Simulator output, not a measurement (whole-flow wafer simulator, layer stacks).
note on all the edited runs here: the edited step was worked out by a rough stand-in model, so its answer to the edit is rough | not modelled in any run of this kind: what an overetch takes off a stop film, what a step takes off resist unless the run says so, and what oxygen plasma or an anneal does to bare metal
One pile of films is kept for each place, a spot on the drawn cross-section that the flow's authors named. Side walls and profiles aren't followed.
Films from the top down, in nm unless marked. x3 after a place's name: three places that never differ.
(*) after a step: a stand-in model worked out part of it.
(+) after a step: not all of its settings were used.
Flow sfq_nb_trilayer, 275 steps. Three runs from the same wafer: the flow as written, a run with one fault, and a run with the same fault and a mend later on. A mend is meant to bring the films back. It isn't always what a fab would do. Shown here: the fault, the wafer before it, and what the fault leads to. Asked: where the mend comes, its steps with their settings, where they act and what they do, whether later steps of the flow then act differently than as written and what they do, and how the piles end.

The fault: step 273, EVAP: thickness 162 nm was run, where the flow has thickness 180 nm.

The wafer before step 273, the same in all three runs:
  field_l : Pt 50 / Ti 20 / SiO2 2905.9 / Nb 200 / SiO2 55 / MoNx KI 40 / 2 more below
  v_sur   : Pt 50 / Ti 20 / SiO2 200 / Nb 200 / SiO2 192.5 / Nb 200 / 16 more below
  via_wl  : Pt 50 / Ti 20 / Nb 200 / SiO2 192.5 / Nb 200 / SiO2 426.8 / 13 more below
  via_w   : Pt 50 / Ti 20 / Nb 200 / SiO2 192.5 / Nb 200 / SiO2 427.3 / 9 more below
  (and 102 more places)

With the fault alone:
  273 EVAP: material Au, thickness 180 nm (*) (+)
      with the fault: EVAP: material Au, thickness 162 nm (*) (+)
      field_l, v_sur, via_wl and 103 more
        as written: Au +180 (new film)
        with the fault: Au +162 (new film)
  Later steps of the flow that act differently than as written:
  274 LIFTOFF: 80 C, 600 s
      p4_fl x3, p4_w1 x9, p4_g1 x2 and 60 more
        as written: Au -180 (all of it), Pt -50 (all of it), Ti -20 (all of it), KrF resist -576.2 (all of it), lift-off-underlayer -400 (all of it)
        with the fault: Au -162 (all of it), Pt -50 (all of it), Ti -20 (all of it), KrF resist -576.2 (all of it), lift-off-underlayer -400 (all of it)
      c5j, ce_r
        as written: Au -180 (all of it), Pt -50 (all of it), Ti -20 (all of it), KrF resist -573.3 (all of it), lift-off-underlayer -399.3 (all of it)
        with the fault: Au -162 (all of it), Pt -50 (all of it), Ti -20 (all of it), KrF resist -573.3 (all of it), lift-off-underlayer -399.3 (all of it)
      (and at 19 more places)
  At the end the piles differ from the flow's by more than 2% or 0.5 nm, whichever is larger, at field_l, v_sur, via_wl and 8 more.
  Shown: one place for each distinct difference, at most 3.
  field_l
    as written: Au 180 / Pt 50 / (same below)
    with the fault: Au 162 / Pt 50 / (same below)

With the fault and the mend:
  The mend comes after step 273.
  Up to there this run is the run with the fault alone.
  273a EVAP: material Au, thickness 18 nm (*) (+) (the flow's step 273 once more, with other settings)
      field_l, v_sur, via_wl and 103 more
        Au +18
  No later step of the flow acts differently than as written at any place that is followed.
  At the end the piles are the same as the flow's at every place that both follow.
